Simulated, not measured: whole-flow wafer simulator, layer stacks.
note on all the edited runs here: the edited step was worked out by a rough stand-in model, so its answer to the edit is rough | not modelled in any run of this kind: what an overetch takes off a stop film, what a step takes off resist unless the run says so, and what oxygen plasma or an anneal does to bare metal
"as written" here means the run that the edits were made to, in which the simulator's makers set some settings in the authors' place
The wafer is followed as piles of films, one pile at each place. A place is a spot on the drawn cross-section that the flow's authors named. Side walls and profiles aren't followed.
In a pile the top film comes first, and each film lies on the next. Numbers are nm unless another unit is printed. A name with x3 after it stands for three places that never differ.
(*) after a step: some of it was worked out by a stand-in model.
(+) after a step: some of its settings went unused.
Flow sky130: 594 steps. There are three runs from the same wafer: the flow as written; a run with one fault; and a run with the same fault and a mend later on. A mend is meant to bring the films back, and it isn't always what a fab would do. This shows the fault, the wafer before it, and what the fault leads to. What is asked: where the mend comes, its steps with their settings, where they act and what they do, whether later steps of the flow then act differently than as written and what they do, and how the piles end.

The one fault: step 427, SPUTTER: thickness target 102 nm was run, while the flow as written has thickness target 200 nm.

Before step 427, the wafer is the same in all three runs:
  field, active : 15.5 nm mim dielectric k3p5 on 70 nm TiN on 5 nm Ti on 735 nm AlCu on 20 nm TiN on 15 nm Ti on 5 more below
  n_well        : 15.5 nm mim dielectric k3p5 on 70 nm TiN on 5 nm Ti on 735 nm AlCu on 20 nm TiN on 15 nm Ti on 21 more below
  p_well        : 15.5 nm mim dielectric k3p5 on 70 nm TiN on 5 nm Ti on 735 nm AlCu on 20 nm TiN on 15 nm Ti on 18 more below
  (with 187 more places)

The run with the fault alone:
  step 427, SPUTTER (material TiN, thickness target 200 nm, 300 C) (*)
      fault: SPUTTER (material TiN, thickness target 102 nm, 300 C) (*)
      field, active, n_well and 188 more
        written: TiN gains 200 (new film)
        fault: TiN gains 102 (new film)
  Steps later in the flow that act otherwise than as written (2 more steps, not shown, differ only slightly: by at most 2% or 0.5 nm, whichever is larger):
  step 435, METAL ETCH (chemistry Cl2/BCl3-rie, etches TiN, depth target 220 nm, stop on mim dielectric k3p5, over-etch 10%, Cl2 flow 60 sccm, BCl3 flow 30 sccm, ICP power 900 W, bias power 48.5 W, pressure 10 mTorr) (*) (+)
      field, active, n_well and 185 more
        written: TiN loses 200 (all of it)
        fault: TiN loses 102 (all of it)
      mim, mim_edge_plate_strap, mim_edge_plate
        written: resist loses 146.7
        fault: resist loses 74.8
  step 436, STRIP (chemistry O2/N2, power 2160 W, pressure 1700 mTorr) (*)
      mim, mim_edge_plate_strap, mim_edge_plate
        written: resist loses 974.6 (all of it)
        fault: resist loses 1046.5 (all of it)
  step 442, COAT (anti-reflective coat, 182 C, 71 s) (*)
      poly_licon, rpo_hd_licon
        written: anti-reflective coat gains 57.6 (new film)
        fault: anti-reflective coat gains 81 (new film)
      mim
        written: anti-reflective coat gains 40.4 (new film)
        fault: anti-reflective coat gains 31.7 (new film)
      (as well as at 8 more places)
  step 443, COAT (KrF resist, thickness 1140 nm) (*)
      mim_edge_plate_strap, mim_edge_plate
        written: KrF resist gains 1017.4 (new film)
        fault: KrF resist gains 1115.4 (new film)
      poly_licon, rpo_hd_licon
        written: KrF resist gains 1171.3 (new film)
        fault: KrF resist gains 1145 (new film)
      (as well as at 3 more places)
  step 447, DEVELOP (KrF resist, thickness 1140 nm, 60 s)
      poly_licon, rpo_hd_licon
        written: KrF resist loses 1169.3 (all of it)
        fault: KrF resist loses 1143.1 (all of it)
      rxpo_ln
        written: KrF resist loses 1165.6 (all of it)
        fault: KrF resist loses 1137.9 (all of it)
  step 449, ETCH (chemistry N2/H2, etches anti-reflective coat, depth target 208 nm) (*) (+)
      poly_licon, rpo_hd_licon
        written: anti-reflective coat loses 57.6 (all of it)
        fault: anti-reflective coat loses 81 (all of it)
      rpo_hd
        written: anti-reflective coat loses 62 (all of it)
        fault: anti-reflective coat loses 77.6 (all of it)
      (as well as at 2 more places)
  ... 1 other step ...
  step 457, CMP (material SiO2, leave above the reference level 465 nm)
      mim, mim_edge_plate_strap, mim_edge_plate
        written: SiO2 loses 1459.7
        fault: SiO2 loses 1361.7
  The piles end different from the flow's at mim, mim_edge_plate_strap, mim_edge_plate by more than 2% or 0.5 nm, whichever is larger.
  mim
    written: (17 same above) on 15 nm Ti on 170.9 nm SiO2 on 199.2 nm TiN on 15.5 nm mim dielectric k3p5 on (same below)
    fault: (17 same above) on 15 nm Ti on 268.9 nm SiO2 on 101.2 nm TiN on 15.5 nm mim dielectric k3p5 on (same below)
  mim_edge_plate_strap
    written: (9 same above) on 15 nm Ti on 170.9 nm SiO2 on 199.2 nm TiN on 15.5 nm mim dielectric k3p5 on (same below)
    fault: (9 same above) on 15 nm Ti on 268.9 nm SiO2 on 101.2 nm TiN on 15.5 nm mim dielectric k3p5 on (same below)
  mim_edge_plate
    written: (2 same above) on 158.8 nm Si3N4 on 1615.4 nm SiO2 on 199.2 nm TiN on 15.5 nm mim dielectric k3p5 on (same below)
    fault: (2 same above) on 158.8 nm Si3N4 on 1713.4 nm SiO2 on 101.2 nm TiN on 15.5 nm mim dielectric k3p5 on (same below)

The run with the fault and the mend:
  The mend stands after step 427.
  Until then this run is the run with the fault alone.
  step 427a, SPUTTER (material TiN, thickness target 98 nm, 300 C) (*) (a further turn of the flow's step 427, with different settings)
      field, active, n_well and 188 more
        TiN gains 98
  Later steps of the flow that are run all act as written at every place that is followed.
  By the end, the piles equal the flow's at every place that both follow.
